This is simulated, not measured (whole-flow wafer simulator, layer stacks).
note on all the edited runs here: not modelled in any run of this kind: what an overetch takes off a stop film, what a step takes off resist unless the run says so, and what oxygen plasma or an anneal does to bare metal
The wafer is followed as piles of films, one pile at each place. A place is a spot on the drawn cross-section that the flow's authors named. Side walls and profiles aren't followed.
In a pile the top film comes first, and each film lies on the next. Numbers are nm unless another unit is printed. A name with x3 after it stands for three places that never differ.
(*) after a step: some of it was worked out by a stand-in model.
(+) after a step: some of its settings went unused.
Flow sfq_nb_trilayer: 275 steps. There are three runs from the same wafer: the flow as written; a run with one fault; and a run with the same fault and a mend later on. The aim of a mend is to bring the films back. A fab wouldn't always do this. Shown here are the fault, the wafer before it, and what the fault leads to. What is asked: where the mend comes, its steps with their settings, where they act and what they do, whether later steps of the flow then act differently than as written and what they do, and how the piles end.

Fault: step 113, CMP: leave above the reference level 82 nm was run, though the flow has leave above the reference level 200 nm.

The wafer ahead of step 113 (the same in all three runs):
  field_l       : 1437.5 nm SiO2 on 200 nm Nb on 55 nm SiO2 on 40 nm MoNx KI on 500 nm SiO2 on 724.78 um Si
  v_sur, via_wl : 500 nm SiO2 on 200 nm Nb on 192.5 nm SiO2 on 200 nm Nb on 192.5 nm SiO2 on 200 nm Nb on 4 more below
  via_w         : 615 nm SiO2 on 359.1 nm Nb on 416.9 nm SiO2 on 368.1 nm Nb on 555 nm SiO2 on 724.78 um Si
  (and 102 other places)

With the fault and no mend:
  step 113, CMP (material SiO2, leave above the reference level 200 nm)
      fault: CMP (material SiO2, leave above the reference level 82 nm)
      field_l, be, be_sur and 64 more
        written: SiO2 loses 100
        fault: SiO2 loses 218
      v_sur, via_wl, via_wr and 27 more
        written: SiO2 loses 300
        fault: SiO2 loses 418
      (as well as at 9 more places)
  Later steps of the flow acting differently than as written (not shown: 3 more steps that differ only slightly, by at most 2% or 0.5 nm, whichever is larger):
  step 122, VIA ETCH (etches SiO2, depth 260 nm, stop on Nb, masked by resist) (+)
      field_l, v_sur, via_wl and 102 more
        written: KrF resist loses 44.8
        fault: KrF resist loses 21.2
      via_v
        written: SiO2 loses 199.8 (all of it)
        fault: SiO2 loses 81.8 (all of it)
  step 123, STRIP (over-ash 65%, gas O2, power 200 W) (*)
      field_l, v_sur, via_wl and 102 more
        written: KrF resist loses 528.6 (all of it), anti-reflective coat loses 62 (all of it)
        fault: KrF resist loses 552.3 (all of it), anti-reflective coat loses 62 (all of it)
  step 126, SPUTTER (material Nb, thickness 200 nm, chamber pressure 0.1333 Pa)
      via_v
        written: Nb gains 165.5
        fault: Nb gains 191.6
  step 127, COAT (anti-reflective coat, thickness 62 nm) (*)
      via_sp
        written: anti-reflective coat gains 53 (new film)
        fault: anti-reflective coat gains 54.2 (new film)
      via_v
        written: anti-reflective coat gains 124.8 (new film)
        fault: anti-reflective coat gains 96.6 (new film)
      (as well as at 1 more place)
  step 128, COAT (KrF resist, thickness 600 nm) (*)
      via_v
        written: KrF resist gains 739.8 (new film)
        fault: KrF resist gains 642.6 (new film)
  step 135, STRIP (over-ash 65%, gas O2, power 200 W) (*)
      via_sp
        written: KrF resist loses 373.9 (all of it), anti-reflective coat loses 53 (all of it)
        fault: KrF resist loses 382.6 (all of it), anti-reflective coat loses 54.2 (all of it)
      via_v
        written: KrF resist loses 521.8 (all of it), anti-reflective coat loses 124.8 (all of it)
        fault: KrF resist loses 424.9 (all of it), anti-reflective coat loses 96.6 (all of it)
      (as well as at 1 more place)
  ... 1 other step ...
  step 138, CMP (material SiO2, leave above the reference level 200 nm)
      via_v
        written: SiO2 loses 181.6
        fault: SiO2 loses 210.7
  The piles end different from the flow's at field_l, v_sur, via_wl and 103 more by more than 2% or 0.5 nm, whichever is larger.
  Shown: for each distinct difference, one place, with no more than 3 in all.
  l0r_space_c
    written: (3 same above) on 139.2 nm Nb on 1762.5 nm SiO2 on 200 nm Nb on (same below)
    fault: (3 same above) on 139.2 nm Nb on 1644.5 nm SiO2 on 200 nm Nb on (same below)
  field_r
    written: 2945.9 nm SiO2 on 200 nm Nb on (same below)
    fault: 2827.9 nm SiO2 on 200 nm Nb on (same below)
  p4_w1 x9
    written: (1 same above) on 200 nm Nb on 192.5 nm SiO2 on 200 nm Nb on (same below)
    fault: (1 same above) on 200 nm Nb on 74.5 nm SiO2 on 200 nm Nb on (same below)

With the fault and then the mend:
  The mend follows step 114.
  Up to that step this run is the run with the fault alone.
  step 114a, PECVD (material SiO2, thickness 118 nm, 150 C, 26.22 s, RF power 183.3 W, pressure 2.4 Torr, precursor SiH4/N2O) (the flow's step 112 again, with other settings)
      field_l, v_sur, via_wl and 103 more
        SiO2 gains 118
  None of the later steps of the flow acts differently than as written at any place that is followed.
  By the end, the piles equal the flow's at every place that both follow.
